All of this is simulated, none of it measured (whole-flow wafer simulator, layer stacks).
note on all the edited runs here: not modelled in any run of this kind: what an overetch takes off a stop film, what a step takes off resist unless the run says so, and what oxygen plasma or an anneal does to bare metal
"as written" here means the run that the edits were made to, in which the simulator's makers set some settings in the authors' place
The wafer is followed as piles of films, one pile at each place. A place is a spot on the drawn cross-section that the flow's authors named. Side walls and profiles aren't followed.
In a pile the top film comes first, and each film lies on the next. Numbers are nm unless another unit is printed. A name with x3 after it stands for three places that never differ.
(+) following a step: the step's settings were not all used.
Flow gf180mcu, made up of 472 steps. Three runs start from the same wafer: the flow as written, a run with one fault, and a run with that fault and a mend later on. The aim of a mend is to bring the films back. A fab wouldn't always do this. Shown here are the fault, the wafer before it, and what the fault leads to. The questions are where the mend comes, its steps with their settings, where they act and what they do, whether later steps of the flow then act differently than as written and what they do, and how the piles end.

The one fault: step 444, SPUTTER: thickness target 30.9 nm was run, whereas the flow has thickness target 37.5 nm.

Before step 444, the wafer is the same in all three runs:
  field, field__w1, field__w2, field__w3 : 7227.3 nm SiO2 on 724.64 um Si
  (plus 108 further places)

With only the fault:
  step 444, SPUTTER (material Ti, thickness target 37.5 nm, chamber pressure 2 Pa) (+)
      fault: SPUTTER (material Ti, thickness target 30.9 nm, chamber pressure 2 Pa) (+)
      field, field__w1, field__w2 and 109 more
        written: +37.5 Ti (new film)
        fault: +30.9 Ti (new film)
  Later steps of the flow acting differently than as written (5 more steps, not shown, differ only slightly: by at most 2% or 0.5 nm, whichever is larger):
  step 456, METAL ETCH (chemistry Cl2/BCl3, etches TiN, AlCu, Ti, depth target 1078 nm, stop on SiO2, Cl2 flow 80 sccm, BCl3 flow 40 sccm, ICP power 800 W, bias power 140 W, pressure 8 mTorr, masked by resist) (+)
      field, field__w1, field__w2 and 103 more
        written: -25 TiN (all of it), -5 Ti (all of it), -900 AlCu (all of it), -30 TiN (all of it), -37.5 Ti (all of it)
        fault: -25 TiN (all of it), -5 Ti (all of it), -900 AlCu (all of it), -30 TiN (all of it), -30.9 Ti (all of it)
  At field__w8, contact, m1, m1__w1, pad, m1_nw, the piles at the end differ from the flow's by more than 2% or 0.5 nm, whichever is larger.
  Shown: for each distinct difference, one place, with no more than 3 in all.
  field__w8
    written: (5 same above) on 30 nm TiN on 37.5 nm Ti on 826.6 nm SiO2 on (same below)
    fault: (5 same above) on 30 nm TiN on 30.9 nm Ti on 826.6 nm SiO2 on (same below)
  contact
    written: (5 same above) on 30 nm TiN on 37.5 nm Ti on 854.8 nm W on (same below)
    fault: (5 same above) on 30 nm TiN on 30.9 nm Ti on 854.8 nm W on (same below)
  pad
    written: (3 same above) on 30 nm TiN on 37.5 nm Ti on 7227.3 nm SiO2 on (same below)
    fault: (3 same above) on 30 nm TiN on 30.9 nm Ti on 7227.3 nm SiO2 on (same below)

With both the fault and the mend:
  The mend stands after step 444.
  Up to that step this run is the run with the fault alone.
  step 444a, SPUTTER (material Ti, thickness target 6.6 nm, chamber pressure 2 Pa) (+) (the flow's step 444 again, with other settings)
      field, field__w1, field__w2 and 109 more
        +6.6 Ti
  Every later step of the flow that is run acts as written at every place that is followed.
  The piles end the same as the flow's at every place that both follow.
